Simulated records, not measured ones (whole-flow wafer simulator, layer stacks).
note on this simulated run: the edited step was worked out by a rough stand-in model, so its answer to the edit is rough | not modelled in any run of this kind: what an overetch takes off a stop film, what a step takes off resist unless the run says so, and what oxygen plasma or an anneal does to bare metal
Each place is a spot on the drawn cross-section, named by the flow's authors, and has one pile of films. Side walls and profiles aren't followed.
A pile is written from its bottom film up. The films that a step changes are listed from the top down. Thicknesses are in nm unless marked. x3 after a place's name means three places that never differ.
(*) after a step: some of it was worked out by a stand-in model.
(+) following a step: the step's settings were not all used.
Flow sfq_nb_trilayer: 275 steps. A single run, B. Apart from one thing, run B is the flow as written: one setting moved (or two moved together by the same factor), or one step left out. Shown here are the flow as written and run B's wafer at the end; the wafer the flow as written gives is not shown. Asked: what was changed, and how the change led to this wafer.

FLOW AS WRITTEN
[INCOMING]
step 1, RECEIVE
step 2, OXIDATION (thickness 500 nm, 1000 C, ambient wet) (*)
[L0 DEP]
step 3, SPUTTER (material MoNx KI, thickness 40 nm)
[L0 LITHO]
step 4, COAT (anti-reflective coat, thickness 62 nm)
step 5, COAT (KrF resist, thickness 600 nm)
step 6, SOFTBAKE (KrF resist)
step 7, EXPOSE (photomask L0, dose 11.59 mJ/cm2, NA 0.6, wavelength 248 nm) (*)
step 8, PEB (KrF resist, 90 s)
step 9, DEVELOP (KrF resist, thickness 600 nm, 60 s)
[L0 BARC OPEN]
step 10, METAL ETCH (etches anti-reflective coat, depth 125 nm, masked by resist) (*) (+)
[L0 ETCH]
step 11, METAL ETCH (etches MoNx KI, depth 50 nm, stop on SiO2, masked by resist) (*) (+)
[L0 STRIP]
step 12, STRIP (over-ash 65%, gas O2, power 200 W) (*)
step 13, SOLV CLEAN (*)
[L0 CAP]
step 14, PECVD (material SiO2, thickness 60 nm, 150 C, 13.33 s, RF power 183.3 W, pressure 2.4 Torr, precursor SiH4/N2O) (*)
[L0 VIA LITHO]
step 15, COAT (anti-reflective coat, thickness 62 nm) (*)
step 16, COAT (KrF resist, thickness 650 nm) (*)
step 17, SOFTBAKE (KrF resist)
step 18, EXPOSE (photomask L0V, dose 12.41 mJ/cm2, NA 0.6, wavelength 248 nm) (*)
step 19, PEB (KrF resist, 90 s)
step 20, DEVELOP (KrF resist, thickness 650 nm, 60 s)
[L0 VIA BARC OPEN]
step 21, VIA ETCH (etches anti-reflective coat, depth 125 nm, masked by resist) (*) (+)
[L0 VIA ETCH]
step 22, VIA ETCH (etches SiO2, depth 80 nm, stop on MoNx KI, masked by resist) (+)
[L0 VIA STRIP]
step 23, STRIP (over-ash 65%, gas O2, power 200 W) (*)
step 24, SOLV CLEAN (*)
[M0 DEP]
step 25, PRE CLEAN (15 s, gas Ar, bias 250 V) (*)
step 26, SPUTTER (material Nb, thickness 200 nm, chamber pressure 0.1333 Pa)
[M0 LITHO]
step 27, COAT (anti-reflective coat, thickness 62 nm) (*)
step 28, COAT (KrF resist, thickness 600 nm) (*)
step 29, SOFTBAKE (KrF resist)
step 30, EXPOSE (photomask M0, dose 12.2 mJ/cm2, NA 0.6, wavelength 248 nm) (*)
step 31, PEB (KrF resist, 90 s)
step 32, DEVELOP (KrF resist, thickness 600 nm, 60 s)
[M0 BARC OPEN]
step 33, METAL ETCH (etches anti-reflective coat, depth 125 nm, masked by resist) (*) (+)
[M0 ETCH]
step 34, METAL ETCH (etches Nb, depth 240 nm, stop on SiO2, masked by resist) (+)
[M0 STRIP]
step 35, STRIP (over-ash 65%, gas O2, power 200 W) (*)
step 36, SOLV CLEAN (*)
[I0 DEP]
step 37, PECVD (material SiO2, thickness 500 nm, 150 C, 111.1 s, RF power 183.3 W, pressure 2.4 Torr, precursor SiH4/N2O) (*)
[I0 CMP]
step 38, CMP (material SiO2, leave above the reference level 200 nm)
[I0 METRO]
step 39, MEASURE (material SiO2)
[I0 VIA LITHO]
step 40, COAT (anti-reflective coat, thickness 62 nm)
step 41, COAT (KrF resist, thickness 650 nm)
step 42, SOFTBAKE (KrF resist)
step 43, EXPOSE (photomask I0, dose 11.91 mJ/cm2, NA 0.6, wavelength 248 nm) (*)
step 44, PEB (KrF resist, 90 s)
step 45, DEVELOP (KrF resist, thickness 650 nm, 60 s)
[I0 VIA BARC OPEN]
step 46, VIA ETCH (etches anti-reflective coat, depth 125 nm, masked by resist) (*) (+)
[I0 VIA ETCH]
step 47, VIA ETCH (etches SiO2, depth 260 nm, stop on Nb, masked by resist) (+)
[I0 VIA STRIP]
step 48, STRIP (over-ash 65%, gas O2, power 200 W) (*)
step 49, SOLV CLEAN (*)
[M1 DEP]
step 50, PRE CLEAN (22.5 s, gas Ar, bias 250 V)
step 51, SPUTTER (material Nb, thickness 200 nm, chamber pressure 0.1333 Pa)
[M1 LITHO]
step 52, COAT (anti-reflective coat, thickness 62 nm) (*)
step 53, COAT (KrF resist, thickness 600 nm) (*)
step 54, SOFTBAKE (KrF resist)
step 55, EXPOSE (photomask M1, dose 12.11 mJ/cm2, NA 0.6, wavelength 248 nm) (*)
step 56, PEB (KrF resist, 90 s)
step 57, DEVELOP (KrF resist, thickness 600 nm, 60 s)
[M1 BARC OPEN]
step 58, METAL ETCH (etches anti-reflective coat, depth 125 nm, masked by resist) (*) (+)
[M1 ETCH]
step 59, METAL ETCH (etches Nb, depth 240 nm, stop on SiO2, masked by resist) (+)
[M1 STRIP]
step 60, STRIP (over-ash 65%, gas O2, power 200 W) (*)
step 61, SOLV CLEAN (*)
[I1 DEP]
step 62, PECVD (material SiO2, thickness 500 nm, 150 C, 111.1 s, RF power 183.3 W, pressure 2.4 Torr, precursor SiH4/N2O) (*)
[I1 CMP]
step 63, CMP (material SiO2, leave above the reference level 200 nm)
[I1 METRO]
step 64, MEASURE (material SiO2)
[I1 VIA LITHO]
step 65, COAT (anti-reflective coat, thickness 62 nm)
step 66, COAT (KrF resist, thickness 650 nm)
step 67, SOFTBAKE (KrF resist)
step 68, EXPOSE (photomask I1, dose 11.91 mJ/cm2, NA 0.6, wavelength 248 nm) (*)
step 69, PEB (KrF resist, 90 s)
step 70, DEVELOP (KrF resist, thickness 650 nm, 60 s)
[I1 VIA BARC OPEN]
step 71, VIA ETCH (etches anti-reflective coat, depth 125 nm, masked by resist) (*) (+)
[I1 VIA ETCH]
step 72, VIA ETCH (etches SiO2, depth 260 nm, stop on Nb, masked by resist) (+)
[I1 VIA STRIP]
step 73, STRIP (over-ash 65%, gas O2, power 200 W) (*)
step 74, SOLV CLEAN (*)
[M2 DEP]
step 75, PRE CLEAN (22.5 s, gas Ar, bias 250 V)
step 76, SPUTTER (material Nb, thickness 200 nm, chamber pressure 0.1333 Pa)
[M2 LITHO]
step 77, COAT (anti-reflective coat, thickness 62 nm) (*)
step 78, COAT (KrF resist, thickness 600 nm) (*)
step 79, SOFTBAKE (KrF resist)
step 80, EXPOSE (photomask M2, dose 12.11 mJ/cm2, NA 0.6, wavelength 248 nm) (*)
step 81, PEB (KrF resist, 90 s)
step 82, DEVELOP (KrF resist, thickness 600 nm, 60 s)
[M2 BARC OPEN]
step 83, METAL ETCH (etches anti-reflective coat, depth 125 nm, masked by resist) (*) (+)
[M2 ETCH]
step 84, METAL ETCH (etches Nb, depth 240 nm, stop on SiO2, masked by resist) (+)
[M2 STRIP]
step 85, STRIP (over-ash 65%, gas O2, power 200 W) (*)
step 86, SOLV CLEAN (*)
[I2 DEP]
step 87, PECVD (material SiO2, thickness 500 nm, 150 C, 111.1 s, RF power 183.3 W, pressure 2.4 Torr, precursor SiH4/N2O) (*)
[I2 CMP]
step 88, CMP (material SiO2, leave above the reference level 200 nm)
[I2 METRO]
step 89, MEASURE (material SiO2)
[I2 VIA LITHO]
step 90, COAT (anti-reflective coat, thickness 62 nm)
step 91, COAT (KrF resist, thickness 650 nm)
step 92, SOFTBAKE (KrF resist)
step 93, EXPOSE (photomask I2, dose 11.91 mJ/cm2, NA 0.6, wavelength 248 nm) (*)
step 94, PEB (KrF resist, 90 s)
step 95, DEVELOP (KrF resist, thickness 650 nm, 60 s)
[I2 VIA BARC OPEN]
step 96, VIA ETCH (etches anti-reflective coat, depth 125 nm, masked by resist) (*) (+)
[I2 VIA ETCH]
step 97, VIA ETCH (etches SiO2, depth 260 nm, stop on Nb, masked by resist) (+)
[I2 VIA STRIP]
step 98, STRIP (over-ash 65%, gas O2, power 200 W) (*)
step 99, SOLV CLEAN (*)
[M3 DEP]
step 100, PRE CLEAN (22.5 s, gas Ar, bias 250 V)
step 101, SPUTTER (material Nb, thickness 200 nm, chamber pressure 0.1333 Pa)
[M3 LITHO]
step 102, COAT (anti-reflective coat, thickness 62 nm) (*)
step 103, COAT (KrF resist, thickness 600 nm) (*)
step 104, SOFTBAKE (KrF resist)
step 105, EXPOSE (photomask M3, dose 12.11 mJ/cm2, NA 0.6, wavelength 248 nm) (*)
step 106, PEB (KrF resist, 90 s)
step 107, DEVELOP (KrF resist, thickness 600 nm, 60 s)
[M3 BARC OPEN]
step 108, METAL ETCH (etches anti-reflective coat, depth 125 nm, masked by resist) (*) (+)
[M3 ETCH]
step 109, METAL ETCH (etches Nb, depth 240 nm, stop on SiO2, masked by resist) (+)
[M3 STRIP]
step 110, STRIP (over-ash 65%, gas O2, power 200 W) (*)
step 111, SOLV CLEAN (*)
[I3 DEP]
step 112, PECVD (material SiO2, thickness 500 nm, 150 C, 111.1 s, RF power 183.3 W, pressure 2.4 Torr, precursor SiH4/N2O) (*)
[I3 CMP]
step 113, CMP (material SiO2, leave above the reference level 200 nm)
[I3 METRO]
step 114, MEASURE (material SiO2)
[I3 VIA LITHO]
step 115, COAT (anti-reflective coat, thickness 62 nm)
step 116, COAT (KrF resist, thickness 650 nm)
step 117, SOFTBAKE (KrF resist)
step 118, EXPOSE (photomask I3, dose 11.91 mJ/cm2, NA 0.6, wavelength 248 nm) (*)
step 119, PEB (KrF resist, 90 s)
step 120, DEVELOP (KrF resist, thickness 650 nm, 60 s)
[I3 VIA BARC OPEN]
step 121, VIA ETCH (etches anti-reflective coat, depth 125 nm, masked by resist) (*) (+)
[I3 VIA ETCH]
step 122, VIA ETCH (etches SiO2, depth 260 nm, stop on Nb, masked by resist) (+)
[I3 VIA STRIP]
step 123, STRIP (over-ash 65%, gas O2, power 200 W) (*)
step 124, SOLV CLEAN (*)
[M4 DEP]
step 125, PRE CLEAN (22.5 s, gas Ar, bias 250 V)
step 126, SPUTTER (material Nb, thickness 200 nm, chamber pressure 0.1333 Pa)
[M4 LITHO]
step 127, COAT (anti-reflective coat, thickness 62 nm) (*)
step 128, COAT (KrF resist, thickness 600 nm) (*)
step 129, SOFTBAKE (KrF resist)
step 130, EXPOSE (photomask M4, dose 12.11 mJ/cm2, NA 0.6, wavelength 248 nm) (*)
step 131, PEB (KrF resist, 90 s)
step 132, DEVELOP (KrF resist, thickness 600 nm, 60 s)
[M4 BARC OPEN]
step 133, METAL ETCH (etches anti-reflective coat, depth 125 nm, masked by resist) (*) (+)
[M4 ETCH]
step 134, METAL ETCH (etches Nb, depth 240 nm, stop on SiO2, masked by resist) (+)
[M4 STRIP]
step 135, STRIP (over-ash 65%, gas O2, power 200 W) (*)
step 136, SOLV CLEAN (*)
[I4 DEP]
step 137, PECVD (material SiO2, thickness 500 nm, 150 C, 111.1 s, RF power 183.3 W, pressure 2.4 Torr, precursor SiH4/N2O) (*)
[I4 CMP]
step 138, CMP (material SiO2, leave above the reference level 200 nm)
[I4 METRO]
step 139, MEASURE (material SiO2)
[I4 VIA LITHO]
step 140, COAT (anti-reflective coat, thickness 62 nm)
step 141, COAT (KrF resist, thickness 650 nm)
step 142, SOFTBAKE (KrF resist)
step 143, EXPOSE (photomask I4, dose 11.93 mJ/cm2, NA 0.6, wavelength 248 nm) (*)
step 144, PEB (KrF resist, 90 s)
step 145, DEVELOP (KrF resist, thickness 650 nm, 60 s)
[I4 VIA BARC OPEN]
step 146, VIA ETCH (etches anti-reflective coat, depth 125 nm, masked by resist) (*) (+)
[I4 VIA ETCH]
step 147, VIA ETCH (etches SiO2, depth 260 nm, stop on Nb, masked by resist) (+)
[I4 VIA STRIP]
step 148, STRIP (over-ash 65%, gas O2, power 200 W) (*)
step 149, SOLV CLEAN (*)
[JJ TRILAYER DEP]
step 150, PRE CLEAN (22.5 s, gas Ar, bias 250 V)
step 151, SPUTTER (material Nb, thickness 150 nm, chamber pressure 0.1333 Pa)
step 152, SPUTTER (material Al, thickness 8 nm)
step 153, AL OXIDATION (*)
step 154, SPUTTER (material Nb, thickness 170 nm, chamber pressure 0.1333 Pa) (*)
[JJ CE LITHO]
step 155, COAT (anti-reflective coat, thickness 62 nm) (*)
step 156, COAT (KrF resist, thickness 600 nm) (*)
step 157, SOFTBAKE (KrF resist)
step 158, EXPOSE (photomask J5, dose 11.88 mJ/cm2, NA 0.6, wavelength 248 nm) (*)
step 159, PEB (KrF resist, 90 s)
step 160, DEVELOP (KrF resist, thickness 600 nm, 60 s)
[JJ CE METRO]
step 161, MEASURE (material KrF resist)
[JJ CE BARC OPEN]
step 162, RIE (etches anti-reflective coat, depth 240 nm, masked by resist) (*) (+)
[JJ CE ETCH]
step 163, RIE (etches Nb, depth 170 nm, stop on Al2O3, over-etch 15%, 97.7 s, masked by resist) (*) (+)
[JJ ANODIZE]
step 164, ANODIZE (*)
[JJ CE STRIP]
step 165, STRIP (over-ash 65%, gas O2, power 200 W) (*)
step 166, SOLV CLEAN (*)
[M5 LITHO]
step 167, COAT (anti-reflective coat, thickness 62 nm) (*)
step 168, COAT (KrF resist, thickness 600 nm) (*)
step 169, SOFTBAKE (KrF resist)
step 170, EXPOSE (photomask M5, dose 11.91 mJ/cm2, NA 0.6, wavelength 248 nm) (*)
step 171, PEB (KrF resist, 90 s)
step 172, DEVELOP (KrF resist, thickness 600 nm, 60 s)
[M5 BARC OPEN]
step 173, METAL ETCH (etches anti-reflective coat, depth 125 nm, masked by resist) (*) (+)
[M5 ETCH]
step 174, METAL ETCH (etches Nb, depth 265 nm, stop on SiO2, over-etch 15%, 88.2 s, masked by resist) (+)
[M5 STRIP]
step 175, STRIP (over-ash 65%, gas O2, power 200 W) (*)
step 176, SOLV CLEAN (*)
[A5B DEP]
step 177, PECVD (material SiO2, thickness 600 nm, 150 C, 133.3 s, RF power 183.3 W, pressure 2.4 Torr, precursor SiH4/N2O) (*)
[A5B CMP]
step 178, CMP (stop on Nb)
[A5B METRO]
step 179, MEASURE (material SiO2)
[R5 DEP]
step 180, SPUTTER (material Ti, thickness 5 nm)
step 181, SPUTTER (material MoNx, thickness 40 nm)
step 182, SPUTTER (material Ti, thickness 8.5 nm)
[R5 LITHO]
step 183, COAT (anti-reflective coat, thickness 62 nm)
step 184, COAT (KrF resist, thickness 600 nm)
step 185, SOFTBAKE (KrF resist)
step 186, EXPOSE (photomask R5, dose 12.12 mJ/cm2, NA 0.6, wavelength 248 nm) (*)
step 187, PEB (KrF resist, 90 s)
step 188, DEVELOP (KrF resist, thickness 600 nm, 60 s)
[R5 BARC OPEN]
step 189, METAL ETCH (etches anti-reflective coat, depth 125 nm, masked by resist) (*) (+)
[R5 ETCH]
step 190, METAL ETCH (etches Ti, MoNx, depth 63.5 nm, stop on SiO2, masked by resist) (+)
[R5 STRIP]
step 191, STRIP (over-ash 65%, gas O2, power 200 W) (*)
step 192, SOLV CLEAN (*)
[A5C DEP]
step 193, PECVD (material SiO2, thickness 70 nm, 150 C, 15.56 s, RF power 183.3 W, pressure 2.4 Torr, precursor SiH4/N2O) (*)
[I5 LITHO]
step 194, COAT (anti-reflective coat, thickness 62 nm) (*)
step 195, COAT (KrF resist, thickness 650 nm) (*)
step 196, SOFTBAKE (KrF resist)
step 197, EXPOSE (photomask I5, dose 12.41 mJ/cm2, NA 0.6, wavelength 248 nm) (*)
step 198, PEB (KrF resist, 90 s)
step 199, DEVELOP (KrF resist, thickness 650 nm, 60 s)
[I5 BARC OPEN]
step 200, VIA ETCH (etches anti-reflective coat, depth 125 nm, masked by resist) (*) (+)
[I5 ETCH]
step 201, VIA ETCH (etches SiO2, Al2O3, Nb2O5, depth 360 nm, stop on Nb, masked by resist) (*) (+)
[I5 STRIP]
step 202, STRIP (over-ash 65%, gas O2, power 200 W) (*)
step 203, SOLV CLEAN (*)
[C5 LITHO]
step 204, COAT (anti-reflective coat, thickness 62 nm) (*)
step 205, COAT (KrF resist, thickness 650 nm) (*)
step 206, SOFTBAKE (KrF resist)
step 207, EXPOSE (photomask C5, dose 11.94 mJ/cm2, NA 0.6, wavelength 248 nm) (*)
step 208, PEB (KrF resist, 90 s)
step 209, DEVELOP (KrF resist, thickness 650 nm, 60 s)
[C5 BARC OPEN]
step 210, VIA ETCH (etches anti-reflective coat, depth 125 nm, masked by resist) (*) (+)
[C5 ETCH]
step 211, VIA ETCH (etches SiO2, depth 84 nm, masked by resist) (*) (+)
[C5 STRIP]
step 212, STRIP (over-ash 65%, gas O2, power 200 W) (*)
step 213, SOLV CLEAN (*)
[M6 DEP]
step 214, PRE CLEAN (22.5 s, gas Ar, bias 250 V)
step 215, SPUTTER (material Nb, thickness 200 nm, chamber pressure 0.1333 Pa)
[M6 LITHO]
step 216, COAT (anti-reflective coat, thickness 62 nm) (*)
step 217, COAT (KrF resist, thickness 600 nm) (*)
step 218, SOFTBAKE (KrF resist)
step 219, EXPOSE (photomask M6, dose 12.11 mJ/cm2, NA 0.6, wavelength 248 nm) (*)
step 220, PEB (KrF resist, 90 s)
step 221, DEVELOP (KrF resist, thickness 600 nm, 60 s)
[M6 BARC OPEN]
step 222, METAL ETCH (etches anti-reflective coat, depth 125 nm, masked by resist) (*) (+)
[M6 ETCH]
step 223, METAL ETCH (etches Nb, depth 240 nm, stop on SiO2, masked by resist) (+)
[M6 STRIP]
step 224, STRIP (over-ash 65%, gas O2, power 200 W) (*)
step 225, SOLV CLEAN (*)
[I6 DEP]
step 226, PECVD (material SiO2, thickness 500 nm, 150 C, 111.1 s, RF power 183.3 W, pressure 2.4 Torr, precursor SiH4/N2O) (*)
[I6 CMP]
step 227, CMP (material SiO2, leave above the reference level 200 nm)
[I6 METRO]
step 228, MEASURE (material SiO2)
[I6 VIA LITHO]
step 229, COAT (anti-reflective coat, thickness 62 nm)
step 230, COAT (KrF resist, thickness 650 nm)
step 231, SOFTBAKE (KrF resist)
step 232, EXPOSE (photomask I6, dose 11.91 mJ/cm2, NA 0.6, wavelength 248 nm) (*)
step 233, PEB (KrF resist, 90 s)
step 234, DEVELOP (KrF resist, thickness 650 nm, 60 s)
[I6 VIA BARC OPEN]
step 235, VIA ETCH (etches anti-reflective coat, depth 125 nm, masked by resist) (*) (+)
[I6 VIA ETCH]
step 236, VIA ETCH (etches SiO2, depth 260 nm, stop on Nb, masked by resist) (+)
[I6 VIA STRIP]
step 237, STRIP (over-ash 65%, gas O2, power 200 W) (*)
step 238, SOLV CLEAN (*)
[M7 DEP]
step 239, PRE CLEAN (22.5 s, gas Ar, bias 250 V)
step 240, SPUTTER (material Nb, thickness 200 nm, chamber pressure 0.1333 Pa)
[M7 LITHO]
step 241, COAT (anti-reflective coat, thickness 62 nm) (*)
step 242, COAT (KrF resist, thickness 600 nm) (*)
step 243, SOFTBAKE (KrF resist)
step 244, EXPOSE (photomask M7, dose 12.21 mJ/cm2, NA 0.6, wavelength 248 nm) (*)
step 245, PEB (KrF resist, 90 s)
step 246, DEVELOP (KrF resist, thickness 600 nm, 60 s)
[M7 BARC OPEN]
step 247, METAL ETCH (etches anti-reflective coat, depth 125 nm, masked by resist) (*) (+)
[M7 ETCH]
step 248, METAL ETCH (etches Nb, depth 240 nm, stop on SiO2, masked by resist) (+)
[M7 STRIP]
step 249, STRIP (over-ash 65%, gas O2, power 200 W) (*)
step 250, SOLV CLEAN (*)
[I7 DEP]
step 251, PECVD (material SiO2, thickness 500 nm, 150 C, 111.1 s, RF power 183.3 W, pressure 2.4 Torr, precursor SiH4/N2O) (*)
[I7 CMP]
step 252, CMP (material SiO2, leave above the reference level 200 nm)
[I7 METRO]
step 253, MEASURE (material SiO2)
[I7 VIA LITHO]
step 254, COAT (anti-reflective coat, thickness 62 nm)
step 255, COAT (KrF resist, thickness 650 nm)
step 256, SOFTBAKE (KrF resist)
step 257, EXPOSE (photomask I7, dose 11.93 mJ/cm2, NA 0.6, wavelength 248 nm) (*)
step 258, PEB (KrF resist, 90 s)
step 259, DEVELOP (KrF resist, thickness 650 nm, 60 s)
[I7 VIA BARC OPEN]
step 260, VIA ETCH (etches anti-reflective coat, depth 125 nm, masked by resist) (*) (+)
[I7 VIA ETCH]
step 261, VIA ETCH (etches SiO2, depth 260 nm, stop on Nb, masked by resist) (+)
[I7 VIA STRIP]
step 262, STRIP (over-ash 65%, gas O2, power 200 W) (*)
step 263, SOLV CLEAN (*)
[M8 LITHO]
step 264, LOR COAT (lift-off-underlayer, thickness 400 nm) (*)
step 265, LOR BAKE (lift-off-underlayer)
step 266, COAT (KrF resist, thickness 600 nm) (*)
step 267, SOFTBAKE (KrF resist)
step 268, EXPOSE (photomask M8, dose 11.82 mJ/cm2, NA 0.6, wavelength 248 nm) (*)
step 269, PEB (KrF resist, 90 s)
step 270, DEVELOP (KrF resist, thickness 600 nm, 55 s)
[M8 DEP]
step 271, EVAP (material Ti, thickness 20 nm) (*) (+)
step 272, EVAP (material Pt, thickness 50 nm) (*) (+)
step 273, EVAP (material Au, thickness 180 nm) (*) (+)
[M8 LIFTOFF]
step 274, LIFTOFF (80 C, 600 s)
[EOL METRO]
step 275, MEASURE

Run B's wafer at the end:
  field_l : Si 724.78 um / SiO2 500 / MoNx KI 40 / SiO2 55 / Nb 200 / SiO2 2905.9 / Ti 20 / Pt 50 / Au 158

The reason: step 273, EVAP: thickness 158 nm was run, while the flow as written has thickness 180 nm.
The wafer lets one read it off: field_l has Au 158, and step 273 as written asks for 180 nm.

The path from the change to this, step by step:
  step 273, EVAP (material Au, thickness 180 nm) (*) (+)
      field_l, v_sur, via_wl and 103 more: Au gains 158 (new film) (as written it would have been: Au gains 180 (new film))
  step 274, LIFTOFF (80 C, 600 s)
      p4_fl x3, p4_w1 x9, p4_g1 x2 and 60 more: Au loses 158 (all of it), Pt loses 50 (all of it), Ti loses 20 (all of it), KrF resist loses 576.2 (all of it), lift-off-underlayer loses 400 (all of it) (as written it would have been: Au loses 180 (all of it), Pt loses 50 (all of it), Ti loses 20 (all of it), KrF resist loses 576.2 (all of it), lift-off-underlayer loses 400 (all of it))
      c5j, ce_r: Au loses 158 (all of it), Pt loses 50 (all of it), Ti loses 20 (all of it), KrF resist loses 573.3 (all of it), lift-off-underlayer loses 399.3 (all of it) (as written it would have been: Au loses 180 (all of it), Pt loses 50 (all of it), Ti loses 20 (all of it), KrF resist loses 573.3 (all of it), lift-off-underlayer loses 399.3 (all of it))
      (and at 19 other places as well)
